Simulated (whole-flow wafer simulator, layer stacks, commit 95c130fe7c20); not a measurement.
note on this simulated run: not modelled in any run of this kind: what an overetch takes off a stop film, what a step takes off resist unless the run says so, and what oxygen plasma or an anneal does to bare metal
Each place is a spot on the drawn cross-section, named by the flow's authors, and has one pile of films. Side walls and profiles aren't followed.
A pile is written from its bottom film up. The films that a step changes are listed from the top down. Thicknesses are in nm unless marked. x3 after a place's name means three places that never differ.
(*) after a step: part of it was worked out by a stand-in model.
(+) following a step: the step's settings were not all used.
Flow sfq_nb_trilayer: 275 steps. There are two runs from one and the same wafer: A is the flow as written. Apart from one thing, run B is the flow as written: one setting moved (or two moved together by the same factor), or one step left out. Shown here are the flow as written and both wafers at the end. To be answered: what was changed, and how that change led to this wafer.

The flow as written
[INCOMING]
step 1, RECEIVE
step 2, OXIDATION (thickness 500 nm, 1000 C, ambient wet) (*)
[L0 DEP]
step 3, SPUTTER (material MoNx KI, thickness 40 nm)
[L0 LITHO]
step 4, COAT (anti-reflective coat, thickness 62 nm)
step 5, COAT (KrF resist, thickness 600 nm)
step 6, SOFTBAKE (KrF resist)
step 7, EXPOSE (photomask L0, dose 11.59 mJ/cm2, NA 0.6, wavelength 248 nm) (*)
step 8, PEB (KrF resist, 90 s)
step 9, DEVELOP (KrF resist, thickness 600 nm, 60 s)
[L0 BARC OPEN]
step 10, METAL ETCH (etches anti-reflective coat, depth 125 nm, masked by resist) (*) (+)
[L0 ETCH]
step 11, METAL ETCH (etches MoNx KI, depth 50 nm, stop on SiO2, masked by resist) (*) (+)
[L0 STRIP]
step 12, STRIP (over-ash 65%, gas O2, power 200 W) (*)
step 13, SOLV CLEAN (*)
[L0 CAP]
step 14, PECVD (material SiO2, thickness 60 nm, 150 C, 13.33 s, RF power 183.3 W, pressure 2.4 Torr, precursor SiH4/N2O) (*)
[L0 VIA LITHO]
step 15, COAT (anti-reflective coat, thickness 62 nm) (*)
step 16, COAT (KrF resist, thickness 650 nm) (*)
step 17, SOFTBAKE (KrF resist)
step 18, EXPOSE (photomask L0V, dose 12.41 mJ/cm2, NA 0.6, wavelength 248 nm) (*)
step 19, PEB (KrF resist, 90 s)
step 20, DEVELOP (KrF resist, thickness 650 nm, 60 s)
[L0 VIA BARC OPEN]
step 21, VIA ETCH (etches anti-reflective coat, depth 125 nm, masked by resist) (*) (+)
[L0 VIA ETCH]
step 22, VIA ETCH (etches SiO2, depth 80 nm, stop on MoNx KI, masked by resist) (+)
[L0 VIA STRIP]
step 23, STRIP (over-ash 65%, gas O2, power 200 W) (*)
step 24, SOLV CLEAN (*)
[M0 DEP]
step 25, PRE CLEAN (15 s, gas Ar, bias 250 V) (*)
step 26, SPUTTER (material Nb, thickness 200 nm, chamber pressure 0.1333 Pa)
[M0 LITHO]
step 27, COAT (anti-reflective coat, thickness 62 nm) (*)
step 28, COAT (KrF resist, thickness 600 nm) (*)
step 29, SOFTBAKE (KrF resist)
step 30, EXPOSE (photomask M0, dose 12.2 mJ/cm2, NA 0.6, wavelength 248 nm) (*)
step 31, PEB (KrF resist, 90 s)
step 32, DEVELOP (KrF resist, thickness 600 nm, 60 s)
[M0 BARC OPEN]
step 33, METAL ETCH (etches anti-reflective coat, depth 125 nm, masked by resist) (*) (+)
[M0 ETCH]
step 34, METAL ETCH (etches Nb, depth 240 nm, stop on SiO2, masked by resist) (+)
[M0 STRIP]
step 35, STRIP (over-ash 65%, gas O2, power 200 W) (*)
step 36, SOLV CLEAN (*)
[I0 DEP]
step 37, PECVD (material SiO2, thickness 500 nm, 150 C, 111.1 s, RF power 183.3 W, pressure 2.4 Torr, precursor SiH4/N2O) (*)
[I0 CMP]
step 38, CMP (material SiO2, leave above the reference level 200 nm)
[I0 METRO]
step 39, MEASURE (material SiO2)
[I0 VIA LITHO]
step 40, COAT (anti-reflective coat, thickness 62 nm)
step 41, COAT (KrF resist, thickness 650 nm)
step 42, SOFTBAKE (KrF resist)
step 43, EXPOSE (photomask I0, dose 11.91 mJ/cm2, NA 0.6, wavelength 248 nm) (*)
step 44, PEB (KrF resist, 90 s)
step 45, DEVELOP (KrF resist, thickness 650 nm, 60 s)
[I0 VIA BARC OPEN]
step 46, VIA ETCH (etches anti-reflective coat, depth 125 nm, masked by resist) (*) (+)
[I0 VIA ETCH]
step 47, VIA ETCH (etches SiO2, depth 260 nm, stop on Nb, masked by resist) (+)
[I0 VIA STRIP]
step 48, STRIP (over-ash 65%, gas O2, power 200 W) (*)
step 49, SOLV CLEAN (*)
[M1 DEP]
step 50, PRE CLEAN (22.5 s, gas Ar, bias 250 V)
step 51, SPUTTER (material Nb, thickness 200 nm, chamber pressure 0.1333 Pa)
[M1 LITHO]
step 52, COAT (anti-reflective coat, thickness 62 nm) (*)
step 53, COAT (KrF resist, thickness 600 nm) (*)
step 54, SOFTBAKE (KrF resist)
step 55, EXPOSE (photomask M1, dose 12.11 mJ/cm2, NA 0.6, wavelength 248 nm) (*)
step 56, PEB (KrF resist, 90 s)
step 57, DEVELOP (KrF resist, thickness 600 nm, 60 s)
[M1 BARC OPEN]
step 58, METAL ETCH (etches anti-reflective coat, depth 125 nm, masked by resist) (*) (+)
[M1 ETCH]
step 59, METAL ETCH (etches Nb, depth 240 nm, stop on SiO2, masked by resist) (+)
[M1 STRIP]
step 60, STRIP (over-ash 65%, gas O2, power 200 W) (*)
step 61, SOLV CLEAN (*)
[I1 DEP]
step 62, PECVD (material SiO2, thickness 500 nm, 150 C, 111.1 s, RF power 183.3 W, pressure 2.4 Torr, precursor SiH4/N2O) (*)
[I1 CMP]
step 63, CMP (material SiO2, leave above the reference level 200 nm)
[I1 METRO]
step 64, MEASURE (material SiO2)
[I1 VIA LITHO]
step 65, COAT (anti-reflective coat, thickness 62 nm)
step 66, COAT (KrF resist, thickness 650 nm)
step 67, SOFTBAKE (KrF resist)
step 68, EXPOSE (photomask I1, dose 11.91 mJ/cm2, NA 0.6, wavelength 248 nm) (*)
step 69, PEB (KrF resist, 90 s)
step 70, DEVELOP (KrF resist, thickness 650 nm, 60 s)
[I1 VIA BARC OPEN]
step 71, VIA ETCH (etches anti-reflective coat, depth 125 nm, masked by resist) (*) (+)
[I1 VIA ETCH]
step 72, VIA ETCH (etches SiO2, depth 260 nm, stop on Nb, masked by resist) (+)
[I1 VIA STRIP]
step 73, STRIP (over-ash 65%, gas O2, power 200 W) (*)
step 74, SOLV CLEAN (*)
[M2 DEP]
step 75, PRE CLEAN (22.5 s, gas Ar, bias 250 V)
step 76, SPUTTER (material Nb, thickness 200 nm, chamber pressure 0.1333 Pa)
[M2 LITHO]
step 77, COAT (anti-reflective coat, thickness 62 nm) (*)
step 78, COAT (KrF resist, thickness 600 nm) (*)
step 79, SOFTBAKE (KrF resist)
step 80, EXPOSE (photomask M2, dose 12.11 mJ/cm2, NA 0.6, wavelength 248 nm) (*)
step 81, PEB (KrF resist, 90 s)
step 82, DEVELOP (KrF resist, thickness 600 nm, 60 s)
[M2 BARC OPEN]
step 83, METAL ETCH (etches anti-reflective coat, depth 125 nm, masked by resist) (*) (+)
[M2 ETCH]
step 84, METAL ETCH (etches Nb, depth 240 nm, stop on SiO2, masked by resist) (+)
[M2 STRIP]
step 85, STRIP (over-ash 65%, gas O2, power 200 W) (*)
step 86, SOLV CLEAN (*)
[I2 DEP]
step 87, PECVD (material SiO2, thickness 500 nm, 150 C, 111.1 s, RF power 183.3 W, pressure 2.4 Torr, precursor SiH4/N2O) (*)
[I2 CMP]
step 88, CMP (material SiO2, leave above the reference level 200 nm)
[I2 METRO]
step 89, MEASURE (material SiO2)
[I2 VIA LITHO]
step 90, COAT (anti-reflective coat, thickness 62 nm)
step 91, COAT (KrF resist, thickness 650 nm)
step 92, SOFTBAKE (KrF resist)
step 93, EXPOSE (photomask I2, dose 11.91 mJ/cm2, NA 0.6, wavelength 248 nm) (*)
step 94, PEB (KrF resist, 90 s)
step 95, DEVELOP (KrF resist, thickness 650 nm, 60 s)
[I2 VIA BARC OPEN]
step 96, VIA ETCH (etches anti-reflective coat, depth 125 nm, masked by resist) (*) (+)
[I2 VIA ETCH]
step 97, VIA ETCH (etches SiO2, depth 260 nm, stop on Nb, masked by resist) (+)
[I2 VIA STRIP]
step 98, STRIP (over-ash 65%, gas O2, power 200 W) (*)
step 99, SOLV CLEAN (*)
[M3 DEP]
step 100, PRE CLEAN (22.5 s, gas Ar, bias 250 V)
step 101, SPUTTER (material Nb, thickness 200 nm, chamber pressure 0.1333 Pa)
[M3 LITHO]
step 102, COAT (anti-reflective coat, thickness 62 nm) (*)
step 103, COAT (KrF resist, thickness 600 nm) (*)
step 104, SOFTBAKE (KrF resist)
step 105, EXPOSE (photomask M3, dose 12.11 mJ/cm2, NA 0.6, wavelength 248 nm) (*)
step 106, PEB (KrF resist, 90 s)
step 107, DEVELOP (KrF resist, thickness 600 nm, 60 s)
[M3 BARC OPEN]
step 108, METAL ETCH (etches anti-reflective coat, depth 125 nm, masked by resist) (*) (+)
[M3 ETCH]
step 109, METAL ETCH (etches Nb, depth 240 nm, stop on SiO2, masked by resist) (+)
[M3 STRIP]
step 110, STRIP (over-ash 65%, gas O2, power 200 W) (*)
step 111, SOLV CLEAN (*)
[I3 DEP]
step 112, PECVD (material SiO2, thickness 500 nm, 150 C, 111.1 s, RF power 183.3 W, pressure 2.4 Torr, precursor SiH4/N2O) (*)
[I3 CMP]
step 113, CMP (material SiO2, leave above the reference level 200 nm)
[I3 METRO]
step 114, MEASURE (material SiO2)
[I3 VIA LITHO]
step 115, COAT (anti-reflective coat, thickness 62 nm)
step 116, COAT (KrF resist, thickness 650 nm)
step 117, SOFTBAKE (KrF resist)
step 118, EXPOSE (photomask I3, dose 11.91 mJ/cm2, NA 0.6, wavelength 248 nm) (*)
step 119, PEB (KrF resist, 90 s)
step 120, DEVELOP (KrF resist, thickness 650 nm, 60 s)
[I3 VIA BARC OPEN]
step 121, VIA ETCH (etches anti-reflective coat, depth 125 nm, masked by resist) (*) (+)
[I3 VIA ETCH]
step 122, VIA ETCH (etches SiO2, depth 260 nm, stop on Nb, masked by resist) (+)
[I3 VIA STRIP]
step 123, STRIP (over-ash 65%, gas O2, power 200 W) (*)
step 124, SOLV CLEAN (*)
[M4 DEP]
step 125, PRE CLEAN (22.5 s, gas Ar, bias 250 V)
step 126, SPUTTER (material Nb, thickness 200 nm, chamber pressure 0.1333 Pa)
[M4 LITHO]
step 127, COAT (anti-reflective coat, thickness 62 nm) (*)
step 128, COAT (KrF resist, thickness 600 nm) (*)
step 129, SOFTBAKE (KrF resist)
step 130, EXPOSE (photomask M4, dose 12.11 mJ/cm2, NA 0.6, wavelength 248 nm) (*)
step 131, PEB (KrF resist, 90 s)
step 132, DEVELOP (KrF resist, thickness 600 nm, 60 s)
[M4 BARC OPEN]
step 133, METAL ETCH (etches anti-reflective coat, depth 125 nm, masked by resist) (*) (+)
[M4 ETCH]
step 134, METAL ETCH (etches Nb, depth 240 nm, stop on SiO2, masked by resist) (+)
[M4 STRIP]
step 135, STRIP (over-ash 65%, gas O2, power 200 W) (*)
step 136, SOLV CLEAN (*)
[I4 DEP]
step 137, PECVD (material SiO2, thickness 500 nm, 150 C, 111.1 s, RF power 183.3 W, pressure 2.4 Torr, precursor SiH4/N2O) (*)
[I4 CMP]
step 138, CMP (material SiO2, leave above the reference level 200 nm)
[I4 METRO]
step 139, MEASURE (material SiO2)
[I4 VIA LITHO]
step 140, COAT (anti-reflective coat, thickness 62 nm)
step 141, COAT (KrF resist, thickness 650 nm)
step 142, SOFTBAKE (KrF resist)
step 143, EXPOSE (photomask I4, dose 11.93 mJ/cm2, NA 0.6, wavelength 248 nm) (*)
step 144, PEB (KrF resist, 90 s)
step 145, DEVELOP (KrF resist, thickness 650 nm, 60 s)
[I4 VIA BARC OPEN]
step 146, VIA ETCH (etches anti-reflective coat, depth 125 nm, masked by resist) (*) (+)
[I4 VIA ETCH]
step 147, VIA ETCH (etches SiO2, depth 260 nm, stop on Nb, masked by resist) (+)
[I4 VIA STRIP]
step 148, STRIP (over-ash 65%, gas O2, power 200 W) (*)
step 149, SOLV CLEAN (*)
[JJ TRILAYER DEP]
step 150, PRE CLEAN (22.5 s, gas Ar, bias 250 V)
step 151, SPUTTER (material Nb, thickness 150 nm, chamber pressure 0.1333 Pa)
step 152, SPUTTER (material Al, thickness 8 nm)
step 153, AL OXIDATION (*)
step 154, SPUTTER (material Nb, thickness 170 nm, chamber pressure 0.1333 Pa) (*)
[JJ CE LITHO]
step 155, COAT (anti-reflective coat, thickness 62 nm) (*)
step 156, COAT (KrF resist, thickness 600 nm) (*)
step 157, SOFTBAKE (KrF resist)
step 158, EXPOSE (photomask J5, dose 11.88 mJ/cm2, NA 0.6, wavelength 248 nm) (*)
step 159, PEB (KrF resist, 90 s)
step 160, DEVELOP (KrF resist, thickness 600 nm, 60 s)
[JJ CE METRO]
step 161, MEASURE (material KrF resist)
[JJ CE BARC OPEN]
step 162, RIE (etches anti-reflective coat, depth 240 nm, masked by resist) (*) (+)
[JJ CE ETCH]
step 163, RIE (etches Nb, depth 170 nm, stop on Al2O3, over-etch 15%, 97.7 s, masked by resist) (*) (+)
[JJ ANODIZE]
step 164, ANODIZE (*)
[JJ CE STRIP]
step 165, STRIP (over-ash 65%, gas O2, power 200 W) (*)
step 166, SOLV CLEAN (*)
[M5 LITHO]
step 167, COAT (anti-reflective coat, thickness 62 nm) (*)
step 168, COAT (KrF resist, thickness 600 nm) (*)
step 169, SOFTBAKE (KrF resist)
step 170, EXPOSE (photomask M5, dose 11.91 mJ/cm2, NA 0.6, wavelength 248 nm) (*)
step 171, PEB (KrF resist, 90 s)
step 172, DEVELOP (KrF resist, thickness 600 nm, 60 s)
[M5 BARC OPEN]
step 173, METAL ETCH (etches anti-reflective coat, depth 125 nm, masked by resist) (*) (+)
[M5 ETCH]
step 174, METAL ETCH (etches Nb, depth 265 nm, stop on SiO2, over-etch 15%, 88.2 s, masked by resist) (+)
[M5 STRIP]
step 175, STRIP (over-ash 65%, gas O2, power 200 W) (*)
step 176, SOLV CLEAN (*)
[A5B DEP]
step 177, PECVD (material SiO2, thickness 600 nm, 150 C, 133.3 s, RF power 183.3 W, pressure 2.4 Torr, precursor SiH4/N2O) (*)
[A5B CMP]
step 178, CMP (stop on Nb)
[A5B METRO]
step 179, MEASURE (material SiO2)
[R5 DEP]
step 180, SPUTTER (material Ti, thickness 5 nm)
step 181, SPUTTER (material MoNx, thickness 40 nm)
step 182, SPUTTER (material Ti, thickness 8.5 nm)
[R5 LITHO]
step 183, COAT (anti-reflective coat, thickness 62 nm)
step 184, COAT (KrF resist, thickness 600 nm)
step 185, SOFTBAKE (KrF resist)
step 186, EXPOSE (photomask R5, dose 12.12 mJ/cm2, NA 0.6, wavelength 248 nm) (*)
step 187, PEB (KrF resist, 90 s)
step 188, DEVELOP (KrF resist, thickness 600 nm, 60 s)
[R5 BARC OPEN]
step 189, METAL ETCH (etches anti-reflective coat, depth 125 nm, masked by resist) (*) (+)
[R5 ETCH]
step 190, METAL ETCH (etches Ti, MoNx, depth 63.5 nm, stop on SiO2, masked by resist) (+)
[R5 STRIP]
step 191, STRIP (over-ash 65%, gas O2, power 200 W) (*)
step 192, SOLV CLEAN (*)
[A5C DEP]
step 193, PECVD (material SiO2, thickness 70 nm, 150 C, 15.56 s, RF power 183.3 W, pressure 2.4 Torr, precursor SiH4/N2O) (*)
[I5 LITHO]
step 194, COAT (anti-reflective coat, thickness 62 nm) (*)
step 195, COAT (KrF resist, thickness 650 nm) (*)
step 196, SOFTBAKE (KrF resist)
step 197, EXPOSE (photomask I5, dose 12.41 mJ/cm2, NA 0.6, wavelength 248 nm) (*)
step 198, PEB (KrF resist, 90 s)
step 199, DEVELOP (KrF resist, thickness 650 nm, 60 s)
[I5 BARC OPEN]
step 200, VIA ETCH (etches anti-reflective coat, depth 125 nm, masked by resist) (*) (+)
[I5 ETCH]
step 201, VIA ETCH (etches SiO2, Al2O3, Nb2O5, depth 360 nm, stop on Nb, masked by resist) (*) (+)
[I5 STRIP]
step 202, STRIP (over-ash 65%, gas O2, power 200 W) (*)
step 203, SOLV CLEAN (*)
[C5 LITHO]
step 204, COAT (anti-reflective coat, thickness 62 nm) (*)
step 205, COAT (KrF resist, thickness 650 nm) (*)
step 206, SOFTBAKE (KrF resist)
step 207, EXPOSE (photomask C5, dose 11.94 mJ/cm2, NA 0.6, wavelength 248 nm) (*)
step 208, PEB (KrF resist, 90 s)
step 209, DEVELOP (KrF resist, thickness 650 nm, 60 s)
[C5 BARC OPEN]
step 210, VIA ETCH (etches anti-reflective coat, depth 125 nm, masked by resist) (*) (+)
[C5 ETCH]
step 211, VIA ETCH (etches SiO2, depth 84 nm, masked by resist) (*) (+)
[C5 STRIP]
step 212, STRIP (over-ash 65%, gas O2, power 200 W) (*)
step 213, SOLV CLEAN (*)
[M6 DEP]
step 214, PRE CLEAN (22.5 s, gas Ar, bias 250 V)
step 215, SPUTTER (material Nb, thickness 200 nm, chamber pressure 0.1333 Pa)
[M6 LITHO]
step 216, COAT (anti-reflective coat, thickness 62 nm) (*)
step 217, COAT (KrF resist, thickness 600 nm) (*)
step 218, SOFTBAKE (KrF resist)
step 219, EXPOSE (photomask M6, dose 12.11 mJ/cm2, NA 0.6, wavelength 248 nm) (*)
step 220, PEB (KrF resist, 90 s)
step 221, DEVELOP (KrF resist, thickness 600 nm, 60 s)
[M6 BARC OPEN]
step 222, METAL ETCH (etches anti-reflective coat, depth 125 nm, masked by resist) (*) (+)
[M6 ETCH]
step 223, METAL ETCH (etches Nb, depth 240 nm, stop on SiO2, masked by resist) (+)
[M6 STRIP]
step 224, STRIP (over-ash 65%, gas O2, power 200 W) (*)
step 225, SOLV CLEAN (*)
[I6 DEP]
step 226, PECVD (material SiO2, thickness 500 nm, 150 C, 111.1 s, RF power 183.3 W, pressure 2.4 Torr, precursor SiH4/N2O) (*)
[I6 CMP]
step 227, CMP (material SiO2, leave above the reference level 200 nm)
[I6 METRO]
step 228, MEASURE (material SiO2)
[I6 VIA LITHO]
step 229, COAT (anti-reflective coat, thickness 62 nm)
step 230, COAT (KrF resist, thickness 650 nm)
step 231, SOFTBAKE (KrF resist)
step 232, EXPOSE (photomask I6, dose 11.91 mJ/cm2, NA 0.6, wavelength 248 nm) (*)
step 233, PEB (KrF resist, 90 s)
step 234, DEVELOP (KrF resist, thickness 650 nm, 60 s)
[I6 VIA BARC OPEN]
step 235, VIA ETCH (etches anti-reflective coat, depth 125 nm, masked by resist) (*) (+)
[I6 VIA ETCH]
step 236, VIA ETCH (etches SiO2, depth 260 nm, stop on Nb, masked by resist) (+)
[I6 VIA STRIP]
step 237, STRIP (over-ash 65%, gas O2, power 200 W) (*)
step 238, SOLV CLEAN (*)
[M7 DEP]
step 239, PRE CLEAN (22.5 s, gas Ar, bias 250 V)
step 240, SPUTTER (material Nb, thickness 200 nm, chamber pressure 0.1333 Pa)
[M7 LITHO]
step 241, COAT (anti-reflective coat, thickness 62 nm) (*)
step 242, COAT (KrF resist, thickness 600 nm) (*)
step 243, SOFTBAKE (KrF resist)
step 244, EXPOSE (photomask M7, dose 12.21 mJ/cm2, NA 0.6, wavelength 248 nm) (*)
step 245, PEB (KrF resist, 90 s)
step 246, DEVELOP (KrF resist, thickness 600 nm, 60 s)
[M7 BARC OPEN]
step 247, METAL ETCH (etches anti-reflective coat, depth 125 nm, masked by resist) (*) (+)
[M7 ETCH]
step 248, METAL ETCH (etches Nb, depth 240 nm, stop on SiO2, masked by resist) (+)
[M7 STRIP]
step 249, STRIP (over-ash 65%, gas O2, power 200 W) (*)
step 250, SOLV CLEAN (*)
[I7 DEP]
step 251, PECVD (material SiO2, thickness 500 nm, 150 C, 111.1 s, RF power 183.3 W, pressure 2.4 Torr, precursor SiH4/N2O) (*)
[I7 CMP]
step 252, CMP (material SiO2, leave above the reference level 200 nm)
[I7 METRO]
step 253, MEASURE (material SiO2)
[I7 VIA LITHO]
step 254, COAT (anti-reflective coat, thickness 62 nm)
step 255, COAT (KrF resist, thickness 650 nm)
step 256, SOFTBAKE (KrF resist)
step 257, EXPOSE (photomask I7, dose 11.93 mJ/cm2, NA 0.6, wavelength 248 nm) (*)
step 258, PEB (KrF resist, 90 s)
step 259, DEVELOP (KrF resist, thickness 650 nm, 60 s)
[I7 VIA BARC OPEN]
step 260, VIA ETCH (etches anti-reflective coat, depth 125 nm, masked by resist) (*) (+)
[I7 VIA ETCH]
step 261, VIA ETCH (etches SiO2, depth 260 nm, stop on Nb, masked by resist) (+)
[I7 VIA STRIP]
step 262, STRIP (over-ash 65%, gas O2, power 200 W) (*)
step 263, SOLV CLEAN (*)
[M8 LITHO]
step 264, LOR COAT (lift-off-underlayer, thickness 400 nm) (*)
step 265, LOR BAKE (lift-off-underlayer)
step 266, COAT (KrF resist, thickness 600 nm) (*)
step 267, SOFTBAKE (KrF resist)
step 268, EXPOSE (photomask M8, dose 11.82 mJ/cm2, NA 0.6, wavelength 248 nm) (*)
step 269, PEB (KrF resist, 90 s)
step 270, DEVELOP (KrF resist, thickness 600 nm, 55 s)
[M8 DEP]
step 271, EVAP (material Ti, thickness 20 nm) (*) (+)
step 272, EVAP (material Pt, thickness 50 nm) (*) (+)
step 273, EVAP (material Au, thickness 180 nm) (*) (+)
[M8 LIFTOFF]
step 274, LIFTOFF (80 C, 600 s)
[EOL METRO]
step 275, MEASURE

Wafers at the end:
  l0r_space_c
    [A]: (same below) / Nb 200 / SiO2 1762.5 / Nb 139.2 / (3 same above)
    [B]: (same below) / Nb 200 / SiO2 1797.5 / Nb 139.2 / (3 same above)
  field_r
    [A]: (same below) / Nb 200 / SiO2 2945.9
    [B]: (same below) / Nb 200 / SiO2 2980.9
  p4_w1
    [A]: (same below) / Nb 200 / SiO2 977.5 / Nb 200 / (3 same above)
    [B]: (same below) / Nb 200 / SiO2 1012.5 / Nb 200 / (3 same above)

What caused this: step 51, SPUTTER: thickness 235 nm was run, though the flow has thickness 200 nm.

How this came from the change, step by step:
  step 51, SPUTTER (material Nb, thickness 200 nm, chamber pressure 0.1333 Pa)
      field_l, v_sur, via_wl and 102 more: A Nb gains 200 (new film) | B Nb gains 235 (new film)
      via_w: A Nb gains 174.5 | B Nb gains 205.5
  step 52, COAT (anti-reflective coat, thickness 62 nm) (*)
      via_wl: A anti-reflective coat gains 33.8 (new film) | B anti-reflective coat gains 32.4 (new film)
      via_wr: A anti-reflective coat gains 34.9 (new film) | B anti-reflective coat gains 32.4 (new film)
  step 59, METAL ETCH (etches Nb, depth 240 nm, stop on SiO2, masked by resist) (+)
      field_l, be, be_sur and 79 more: A Nb loses 200 (all of it) | B Nb loses 235 (all of it)
  step 60, STRIP (over-ash 65%, gas O2, power 200 W) (*)
      via_wl: A KrF resist loses 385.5 (all of it), anti-reflective coat loses 33.8 (all of it) | B KrF resist loses 385.9 (all of it), anti-reflective coat loses 32.4 (all of it)
      via_wr: A KrF resist loses 384.4 (all of it), anti-reflective coat loses 34.9 (all of it) | B KrF resist loses 386 (all of it), anti-reflective coat loses 32.4 (all of it)
  step 62, PECVD (material SiO2, thickness 500 nm, 150 C, 111.1 s, RF power 183.3 W, pressure 2.4 Torr, precursor SiH4/N2O) (*)
      wl_d_sl, wl_d_sr: A SiO2 gains 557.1 | B SiO2 gains 592.1
      via_w: A SiO2 gains 606 (new film) | B SiO2 gains 585.6 (new film)
  step 63, CMP (material SiO2, leave above the reference level 200 nm)
      field_l, be, be_sur and 72 more: A SiO2 loses 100 | B SiO2 loses 65
      lsp_m, ln_m6, lsp_r, l0_sur, l0v: A SiO2 loses 94.9 | B SiO2 loses 59
      (as well as at 1 more place)
